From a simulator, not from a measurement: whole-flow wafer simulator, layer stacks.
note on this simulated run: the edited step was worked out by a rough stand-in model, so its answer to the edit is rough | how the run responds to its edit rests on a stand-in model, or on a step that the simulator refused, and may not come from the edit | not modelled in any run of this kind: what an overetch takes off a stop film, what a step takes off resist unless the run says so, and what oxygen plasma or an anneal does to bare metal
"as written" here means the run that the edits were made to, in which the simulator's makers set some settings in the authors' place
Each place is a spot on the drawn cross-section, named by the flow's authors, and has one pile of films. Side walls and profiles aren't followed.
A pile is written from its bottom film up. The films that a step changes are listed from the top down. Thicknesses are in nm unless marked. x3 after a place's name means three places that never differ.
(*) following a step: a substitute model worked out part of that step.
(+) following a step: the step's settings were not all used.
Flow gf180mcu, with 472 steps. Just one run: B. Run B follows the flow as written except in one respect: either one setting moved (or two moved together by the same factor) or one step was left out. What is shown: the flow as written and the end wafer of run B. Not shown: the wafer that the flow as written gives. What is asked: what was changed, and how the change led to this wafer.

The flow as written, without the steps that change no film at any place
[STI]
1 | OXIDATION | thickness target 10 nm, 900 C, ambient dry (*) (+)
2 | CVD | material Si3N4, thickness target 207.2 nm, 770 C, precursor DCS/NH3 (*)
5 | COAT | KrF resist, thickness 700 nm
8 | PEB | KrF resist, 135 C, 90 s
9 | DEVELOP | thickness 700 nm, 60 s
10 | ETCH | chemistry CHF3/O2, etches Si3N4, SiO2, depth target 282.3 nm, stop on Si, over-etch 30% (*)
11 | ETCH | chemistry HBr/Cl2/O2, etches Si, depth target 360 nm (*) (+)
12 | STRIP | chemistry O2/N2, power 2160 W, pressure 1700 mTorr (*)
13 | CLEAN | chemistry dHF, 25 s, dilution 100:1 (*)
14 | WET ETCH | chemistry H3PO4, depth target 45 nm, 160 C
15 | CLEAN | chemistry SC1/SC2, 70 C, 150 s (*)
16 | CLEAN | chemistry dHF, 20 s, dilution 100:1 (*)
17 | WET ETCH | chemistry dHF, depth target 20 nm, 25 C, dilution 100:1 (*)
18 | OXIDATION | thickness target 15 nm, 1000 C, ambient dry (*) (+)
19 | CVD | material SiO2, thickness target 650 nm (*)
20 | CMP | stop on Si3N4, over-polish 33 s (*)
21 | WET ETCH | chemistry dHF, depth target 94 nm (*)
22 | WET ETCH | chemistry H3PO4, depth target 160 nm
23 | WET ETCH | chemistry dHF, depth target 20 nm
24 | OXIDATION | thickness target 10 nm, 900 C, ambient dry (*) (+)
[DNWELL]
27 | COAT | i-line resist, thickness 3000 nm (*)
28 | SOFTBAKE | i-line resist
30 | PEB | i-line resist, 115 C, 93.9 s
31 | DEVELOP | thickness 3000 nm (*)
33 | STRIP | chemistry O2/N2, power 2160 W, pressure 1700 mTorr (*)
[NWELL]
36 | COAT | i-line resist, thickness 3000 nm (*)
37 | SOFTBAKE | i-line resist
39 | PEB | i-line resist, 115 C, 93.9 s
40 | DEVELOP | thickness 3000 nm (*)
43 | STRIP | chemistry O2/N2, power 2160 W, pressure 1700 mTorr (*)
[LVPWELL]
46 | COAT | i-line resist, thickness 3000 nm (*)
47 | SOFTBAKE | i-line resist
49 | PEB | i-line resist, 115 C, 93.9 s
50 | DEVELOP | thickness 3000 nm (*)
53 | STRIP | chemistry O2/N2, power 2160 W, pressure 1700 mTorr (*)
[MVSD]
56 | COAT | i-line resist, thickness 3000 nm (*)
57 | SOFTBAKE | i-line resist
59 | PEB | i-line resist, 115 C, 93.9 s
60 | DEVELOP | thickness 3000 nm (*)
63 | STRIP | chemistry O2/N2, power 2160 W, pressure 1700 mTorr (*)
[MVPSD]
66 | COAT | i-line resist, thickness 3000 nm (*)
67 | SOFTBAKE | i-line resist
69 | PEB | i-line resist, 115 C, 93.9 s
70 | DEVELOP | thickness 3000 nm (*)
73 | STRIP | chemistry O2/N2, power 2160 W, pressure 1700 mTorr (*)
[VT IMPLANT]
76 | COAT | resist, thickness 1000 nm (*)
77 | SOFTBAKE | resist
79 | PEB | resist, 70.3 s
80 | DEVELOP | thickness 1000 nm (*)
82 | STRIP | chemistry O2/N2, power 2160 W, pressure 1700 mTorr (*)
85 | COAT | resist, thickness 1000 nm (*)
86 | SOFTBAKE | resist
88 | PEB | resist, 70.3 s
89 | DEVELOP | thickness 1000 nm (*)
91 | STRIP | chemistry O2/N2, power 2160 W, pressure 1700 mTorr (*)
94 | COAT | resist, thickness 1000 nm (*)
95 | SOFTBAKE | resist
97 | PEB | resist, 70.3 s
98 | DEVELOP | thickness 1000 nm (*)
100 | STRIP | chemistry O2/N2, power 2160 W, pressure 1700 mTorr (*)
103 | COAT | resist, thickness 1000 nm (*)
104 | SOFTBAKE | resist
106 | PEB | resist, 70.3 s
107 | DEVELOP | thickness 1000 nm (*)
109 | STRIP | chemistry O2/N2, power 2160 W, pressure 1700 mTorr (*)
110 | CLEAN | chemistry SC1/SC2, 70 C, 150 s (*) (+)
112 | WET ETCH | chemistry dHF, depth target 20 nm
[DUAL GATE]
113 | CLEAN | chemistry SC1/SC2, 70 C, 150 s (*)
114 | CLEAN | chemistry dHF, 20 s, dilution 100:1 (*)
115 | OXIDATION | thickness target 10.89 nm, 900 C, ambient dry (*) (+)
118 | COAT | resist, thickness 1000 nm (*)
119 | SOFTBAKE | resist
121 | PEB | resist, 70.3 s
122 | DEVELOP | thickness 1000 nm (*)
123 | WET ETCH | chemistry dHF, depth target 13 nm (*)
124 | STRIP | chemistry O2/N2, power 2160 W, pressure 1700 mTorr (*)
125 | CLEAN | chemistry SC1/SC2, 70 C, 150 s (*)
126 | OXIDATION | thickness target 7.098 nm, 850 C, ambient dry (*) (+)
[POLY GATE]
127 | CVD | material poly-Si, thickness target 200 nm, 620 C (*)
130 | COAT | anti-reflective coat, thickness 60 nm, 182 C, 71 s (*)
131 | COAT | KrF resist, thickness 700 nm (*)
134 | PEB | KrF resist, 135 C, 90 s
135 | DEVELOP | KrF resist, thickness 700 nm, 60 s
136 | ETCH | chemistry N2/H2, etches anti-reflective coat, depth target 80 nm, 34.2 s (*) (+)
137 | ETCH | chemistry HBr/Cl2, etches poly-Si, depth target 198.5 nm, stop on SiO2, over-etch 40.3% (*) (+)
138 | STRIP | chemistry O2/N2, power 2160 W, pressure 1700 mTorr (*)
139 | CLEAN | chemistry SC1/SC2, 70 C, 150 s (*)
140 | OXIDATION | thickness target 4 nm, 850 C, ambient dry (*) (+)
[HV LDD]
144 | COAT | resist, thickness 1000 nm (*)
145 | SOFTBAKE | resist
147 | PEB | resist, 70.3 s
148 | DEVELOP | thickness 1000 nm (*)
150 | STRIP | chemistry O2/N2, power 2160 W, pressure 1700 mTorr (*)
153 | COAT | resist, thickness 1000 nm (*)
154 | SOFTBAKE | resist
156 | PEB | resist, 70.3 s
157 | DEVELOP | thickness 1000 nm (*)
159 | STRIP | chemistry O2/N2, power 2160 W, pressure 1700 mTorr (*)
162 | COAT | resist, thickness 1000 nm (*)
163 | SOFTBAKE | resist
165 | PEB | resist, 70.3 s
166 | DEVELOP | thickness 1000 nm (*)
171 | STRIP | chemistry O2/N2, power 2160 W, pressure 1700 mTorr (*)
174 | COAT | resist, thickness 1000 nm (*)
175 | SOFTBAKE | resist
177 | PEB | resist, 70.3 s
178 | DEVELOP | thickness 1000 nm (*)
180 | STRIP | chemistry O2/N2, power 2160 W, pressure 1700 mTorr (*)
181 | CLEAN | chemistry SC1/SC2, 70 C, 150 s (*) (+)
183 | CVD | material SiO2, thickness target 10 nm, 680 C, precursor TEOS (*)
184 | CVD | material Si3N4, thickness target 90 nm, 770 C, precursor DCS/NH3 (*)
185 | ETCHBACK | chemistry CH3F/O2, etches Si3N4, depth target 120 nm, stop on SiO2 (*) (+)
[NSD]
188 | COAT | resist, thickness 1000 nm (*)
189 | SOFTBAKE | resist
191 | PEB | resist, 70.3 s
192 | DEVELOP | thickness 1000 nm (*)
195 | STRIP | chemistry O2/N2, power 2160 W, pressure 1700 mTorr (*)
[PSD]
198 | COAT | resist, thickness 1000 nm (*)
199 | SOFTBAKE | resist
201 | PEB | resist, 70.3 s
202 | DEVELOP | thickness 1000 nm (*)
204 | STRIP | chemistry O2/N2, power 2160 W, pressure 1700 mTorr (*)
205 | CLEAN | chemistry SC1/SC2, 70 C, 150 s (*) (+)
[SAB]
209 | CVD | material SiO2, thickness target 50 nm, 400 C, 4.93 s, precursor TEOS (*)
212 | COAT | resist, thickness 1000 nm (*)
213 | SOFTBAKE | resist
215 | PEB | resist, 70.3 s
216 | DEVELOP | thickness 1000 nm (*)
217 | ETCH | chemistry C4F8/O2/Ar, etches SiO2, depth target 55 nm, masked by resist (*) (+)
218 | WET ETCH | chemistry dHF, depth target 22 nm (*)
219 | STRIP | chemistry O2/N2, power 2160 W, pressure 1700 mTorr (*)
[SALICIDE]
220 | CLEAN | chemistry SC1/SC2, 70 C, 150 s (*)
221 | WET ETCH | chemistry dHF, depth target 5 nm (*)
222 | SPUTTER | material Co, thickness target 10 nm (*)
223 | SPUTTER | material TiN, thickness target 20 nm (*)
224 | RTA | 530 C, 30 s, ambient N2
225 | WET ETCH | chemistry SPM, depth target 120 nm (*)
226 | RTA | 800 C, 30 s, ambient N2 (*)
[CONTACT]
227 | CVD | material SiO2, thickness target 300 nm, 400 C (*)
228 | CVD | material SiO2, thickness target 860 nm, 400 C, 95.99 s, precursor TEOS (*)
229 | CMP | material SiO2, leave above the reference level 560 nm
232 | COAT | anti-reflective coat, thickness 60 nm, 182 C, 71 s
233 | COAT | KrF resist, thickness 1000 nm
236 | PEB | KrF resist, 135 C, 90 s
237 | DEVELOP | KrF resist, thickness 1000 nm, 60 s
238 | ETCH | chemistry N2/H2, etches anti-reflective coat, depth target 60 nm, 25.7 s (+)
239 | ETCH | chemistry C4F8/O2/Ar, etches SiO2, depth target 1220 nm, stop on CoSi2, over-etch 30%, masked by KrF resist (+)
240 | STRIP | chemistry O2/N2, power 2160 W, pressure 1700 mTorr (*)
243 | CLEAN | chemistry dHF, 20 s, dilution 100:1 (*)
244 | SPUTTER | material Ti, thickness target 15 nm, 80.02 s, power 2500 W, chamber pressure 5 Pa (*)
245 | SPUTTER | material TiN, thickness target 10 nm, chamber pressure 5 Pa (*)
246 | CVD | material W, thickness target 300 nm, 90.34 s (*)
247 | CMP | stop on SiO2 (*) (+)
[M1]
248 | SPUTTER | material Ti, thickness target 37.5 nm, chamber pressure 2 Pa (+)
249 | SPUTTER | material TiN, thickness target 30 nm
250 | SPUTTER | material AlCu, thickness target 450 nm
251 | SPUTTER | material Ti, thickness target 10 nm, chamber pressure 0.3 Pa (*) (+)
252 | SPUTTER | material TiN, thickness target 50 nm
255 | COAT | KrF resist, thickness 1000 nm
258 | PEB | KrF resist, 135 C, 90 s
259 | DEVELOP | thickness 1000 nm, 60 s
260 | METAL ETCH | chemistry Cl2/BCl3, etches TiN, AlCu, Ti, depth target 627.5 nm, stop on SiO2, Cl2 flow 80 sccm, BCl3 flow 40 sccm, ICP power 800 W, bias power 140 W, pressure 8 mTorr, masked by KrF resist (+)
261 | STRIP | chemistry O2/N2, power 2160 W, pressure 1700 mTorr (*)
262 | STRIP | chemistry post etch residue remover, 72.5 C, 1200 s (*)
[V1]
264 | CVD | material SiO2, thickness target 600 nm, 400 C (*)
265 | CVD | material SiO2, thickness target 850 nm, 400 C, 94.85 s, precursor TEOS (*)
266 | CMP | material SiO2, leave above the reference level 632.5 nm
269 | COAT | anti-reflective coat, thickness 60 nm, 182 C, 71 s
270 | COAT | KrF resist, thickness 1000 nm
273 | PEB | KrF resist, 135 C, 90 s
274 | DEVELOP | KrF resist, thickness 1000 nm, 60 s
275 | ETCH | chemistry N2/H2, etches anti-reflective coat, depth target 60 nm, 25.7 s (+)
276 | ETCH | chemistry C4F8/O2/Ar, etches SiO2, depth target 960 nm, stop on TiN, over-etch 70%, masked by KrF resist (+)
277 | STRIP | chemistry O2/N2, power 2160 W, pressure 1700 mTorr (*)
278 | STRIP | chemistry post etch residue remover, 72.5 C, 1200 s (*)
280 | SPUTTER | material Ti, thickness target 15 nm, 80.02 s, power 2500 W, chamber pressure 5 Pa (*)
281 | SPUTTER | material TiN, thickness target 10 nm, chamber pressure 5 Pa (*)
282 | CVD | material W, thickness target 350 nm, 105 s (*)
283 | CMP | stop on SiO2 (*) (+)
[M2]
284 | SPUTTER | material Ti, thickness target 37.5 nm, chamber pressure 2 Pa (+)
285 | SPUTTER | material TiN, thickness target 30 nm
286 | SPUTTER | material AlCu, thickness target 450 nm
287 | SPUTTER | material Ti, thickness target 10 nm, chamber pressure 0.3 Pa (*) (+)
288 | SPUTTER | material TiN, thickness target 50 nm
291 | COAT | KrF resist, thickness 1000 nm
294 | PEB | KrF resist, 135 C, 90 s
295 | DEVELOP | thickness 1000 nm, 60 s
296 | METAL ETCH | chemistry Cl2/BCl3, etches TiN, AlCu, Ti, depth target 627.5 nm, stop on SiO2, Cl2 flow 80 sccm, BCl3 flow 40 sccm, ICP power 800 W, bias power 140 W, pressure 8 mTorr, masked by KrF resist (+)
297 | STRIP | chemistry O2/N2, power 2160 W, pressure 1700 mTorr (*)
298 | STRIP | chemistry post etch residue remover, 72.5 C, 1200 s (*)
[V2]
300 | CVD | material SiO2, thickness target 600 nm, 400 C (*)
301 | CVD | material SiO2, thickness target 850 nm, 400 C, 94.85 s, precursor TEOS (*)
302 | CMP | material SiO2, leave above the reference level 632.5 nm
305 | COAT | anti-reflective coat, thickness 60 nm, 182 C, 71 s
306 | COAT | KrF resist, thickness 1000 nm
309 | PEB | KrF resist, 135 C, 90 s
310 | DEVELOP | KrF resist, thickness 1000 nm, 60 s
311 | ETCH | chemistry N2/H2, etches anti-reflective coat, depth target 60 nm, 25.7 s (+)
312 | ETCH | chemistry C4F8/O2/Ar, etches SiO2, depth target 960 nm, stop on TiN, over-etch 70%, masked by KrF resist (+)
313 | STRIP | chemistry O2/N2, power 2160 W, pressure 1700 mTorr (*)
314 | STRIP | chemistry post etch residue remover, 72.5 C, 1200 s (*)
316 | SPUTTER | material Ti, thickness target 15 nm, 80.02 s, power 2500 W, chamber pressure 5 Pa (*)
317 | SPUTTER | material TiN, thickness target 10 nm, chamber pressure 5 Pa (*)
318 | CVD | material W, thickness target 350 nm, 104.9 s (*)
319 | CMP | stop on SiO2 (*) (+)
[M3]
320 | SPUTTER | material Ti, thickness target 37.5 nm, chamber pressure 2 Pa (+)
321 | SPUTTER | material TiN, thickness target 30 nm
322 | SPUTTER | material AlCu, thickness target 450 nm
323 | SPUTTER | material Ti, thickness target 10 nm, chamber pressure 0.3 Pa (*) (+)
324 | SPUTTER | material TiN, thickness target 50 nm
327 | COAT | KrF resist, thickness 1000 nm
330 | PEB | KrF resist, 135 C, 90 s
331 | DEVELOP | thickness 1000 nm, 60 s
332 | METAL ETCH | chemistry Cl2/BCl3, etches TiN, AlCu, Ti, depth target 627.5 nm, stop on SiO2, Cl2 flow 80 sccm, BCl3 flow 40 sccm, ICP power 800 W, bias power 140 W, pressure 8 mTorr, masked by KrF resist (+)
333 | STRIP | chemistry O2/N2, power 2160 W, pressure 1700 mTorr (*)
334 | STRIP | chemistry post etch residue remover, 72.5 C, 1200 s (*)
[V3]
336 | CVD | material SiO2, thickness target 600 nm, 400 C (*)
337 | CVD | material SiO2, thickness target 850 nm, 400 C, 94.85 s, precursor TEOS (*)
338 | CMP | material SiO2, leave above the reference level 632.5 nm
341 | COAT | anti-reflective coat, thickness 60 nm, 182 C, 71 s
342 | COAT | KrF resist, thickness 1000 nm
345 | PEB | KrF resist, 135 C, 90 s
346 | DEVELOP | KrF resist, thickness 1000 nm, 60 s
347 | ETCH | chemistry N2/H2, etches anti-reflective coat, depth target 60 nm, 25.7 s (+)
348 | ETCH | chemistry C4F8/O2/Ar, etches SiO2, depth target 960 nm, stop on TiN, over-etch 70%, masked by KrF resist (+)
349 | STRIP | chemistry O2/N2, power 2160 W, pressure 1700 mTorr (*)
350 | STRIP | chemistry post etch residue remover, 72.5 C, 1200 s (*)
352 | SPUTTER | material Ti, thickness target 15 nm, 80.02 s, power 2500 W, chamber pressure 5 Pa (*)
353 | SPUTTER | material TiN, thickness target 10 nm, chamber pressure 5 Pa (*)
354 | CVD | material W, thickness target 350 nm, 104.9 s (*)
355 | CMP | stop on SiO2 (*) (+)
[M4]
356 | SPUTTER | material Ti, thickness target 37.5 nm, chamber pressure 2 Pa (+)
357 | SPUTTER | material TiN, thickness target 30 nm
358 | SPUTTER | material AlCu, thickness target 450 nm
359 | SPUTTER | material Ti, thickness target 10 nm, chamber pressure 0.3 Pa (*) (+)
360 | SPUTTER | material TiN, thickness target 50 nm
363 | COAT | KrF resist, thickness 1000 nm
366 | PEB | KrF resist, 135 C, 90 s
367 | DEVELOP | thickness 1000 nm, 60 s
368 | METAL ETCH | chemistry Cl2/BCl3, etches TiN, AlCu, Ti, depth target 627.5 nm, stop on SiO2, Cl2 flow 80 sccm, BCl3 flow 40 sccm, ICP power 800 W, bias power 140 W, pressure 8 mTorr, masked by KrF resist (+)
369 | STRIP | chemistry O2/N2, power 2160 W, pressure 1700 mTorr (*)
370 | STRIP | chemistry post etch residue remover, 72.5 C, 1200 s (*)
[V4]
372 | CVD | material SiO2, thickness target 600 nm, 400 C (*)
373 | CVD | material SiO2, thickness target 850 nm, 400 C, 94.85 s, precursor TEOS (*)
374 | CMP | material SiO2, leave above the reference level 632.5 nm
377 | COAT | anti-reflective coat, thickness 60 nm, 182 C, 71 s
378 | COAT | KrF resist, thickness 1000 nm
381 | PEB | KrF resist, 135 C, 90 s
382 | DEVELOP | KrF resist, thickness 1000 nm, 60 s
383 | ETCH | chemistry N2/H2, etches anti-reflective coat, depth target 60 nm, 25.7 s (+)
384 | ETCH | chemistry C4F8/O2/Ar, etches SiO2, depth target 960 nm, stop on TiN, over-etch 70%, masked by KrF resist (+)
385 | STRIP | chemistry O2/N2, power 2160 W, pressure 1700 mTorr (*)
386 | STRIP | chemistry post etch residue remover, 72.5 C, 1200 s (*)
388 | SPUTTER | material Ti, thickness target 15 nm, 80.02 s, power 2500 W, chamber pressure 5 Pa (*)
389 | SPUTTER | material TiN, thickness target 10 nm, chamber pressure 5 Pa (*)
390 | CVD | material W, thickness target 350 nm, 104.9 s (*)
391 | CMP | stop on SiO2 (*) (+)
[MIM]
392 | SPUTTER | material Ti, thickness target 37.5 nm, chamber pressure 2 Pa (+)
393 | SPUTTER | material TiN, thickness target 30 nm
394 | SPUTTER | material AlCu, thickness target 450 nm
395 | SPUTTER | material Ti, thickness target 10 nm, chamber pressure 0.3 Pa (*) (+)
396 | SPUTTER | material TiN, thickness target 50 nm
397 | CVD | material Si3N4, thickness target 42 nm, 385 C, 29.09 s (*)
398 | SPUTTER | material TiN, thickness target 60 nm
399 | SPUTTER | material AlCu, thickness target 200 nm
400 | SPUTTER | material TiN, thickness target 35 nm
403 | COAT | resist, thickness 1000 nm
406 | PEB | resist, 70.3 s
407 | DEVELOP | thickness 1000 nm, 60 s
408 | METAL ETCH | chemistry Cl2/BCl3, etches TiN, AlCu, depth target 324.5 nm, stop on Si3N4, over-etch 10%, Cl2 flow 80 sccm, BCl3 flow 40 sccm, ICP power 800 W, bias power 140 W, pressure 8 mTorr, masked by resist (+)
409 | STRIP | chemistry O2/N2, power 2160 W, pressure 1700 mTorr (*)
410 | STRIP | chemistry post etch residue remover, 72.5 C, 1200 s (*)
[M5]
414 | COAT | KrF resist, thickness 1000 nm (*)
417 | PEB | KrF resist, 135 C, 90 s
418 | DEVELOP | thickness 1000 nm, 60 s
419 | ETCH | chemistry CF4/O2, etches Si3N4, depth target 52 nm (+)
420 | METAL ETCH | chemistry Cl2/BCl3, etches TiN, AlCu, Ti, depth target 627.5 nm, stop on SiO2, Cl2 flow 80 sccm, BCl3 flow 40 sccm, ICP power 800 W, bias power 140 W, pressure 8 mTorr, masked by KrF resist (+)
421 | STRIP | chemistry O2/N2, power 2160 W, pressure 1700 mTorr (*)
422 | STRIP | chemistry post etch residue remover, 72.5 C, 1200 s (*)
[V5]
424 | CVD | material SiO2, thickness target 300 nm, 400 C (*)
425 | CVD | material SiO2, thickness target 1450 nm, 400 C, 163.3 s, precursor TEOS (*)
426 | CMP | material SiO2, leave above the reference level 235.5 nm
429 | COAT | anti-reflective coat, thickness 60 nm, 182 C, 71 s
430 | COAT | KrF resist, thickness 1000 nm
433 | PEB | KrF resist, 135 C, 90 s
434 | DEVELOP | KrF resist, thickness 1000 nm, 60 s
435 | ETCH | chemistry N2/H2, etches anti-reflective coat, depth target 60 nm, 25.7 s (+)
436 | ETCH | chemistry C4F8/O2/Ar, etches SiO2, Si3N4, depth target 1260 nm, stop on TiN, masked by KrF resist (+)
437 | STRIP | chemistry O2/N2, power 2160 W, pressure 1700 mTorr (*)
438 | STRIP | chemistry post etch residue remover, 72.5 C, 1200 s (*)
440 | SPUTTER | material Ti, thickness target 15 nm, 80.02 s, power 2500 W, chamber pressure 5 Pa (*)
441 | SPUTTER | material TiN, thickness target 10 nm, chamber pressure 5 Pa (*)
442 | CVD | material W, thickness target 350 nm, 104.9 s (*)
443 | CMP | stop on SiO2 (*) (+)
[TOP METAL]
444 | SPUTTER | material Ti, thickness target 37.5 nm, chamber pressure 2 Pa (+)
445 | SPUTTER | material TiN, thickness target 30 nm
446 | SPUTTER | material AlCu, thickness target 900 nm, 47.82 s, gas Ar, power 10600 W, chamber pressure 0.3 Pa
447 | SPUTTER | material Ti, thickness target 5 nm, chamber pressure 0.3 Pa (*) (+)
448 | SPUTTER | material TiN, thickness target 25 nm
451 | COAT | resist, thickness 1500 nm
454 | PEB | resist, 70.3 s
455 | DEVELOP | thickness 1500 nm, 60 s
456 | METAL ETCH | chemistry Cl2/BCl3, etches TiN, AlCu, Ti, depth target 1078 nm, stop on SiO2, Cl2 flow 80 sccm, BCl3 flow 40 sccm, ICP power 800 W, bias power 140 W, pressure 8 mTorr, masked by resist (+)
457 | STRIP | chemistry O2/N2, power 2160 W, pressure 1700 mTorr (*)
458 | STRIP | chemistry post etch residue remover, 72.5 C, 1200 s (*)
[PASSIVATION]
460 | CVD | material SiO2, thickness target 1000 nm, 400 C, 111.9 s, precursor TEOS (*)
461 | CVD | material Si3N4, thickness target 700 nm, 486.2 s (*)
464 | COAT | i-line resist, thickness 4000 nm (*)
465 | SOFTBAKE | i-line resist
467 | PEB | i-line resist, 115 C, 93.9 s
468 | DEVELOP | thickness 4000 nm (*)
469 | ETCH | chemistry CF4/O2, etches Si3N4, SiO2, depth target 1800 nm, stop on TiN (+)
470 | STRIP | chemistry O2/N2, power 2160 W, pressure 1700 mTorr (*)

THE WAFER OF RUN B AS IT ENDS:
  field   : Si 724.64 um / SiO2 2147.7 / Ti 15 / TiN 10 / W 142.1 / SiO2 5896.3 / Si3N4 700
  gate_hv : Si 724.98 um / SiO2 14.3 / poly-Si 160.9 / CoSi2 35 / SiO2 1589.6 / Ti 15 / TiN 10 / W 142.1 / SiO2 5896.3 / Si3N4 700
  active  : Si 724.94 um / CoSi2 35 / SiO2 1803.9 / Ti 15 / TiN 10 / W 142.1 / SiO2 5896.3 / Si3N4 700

Cause: step 265, CVD: thickness target 340 nm was run, while the flow as written has thickness target 850 nm; step 265, CVD: 37.94 s was run, where the flow has 94.85 s.

Step by step, how the change led to this:
  265 | CVD | material SiO2, thickness target 850 nm, 400 C, 94.85 s, precursor TEOS (*)
      field, field__w1, field__w2 and 108 more: SiO2 gains 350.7 (in the flow as written it would be: SiO2 gains 850)
  266 | CMP | material SiO2, leave above the reference level 632.5 nm
      field, field__w1, field__w2 and 99 more: nothing (in the flow as written it would be: SiO2 loses 300)
      field__w8, contact, m1 and 6 more: SiO2 loses 377.7 (in the flow as written it would be: SiO2 loses 877.1)
  269 | COAT | anti-reflective coat, thickness 60 nm, 182 C, 71 s
      p_well, sti, spacer, sd_n, mim_1p0, pad, dice_street: anti-reflective coat gains 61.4 (new film) (in the flow as written it would be: anti-reflective coat gains 60 (new film))
      active_hv, nw_enc_fld_lv: anti-reflective coat gains 42 (new film) (in the flow as written it would be: anti-reflective coat gains 60 (new film))
      (also at 22 further places)
  270 | COAT | KrF resist, thickness 1000 nm
      contact, m1_nw: KrF resist gains 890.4 (new film) (in the flow as written it would be: KrF resist gains 1000 (new film))
      field: KrF resist gains 959.3 (new film) (in the flow as written it would be: KrF resist gains 1000 (new film))
      (also at 11 further places)
  273 | PEB | KrF resist, 135 C, 90 s
      contact, m1_nw: KrF resist loses 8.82 (in the flow as written it would be: KrF resist loses 10.5)
      n_well: KrF resist loses 9.47 (in the flow as written it would be: KrF resist loses 10.5)
      (also at 4 further places)
  274 | DEVELOP | KrF resist, thickness 1000 nm, 60 s
      contact: KrF resist loses 881.6 (all of it) (in the flow as written it would be: KrF resist loses 989.5 (all of it))
  275 | ETCH | chemistry N2/H2, etches anti-reflective coat, depth target 60 nm, 25.7 s (+)
      contact: anti-reflective coat loses 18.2 (all of it), SiO2 loses 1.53 (in the flow as written it would be: anti-reflective coat loses 60 (all of it), SiO2 loses 0.46)
  277 | STRIP | chemistry O2/N2, power 2160 W, pressure 1700 mTorr (*)
      p_well, sti, spacer, sd_n, mim_1p0, pad, dice_street: KrF resist loses 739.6 (all of it), anti-reflective coat loses 61.4 (all of it) (in the flow as written it would be: KrF resist loses 739.2 (all of it), anti-reflective coat loses 60 (all of it))
      field: KrF resist loses 698.9 (all of it), anti-reflective coat loses 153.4 (all of it) (in the flow as written it would be: KrF resist loses 739.2 (all of it), anti-reflective coat loses 60 (all of it))
      (also at 22 further places)
  280 | SPUTTER | material Ti, thickness target 15 nm, 80.02 s, power 2500 W, chamber pressure 5 Pa (*)
      contact: Ti gains 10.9 (new film) (in the flow as written it would be: Ti gains 9.65 (new film))
  281 | SPUTTER | material TiN, thickness target 10 nm, chamber pressure 5 Pa (*)
      contact: TiN gains 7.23 (new film) (in the flow as written it would be: TiN gains 6.4 (new film))
  282 | CVD | material W, thickness target 350 nm, 105 s (*)
      contact: W gains 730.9 (new film) (in the flow as written it would be: W gains 932.3 (new film))
  283 | CMP | stop on SiO2 (*) (+)
      field, field__w1, field__w2 and 99 more: W loses 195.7 (in the flow as written it would be: W loses 350 (all of it), TiN loses 10 (all of it), Ti loses 15 (all of it), SiO2 loses 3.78)
      field__w8, m1, m1__w1, polyc_n, polyc_n_rim, polyc_p, polyc_p_rim, m1_nw: W loses 350 (all of it), TiN loses 10 (all of it), Ti loses 15 (all of it), SiO2 loses 20 (in the flow as written it would be: W loses 350 (all of it), TiN loses 10 (all of it), Ti loses 15 (all of it), SiO2 loses 3.78)
      (also at 1 further place)
  296 | METAL ETCH | chemistry Cl2/BCl3, etches TiN, AlCu, Ti, depth target 627.5 nm, stop on SiO2, Cl2 flow 80 sccm, BCl3 flow 40 sccm, ICP power 800 W, bias power 140 W, pressure 8 mTorr, masked by KrF resist (+)
      field, field__w1, field__w2 and 99 more: TiN loses 50 (all of it), Ti loses 10 (all of it), AlCu loses 450 (all of it), TiN loses 30 (all of it), Ti loses 37.5 (all of it), W loses 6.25 (in the flow as written it would be: TiN loses 50 (all of it), Ti loses 10 (all of it), AlCu loses 450 (all of it), TiN loses 30 (all of it), Ti loses 37.5 (all of it))
  298 | STRIP | chemistry post etch residue remover, 72.5 C, 1200 s (*)
      field, field__w1, field__w2 and 99 more: W loses 6.01 (in the flow as written it would be: nothing)
  300 | CVD | material SiO2, thickness target 600 nm, 400 C (*)
      field, field__w1, field__w2 and 99 more: SiO2 gains 600 (new film) (in the flow as written it would be: SiO2 gains 600)
  302 | CMP | material SiO2, leave above the reference level 632.5 nm
      field, field__w1, field__w2 and 99 more: SiO2 loses 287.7 (in the flow as written it would be: SiO2 loses 300)
With metal films that touch counted as one body, field has 1 body; the flow as written gives 0 bodies.
With metal films that touch counted as one body, gate_hv has 2 bodies (between them, from the top down: SiO2 1589.6); the flow as written gives 1 body.
With metal films that touch counted as one body, active has 2 bodies (between them, from the top down: SiO2 1803.9); the flow as written gives 1 body.
